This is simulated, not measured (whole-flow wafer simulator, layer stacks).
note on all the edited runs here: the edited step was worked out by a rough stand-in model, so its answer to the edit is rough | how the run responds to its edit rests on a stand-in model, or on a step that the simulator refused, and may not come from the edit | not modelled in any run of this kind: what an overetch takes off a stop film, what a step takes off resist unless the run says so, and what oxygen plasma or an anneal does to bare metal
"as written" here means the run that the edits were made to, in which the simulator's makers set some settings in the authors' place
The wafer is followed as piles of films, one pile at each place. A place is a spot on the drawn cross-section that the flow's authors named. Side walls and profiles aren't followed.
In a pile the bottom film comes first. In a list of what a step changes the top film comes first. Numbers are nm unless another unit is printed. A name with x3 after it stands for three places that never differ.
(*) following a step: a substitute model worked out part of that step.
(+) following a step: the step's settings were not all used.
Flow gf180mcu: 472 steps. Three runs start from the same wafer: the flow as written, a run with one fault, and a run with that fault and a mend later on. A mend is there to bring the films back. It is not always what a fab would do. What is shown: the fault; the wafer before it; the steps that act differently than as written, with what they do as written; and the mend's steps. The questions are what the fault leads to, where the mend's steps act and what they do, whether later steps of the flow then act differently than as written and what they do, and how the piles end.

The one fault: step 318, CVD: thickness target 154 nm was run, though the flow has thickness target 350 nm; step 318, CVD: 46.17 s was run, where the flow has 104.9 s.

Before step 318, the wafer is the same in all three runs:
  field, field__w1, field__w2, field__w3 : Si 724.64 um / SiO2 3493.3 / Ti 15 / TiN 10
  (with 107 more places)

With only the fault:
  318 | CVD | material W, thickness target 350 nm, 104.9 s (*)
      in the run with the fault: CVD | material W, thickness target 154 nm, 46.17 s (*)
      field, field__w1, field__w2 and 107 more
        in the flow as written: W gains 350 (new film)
        in the run with the fault: W gains 155.6 (new film)
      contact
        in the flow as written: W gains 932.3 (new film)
        in the run with the fault: W gains 737.9 (new film)
  Steps later in the flow that act otherwise than as written:
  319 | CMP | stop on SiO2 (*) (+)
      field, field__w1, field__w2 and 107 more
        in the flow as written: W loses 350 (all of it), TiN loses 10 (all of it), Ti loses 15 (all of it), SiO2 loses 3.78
        in the run with the fault: W loses 155.6 (all of it), TiN loses 10 (all of it), Ti loses 15 (all of it), SiO2 loses 1.82
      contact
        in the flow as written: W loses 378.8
        in the run with the fault: W loses 182.4
  When the end is reached, the piles differ only a little from the flow's at the places that both follow, at most by 2% or 0.5 nm, whichever is larger.

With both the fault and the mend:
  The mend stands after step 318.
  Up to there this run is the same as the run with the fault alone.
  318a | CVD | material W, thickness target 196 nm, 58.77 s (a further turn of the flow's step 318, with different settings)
      field, field__w1, field__w2 and 108 more
        W gains 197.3
  Later steps of the flow that are run all act as written at every place that is followed, up to a difference of at most 2% or 0.5 nm, whichever is larger.
  When the end is reached, the piles differ only a little from the flow's at the places that both follow, at most by 2% or 0.5 nm, whichever is larger.
